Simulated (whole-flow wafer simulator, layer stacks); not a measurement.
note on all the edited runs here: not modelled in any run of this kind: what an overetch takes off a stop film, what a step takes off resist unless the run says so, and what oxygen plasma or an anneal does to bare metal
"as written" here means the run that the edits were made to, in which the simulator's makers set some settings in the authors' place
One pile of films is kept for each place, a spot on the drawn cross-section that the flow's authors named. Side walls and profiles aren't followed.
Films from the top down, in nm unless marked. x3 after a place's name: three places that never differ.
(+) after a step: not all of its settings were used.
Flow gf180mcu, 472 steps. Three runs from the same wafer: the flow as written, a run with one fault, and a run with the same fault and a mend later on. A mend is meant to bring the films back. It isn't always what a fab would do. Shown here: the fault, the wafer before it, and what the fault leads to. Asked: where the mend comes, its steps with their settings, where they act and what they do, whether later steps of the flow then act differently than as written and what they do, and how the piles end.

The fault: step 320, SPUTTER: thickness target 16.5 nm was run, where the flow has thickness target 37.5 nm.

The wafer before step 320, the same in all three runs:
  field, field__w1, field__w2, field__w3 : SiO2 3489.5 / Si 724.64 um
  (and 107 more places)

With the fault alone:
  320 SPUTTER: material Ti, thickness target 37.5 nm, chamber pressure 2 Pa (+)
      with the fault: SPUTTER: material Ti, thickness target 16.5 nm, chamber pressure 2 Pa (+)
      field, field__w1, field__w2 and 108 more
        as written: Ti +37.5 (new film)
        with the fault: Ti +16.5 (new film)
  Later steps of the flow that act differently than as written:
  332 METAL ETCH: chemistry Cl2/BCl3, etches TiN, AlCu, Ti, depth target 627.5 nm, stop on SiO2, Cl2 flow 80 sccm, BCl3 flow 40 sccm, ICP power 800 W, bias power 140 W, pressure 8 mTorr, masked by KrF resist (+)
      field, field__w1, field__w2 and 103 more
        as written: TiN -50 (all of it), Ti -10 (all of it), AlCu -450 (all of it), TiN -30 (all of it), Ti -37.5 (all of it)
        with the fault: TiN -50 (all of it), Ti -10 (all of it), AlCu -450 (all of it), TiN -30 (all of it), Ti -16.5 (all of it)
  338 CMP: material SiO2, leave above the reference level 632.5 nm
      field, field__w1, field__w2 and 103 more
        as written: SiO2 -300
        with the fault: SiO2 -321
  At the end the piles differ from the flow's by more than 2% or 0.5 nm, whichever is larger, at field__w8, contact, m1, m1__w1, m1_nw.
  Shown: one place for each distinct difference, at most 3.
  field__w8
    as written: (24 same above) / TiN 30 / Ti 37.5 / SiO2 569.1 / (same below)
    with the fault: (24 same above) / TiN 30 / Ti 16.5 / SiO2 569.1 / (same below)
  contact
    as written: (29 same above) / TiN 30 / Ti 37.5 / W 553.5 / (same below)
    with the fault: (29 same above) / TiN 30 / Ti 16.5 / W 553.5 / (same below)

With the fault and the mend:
  The mend comes after step 320.
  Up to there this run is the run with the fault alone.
  320a SPUTTER: material Ti, thickness target 21 nm, chamber pressure 2 Pa (+) (the flow's step 320 once more, with other settings)
      field, field__w1, field__w2 and 108 more
        Ti +21
  No later step of the flow acts differently than as written at any place that is followed.
  At the end the piles are the same as the flow's at every place that both follow.
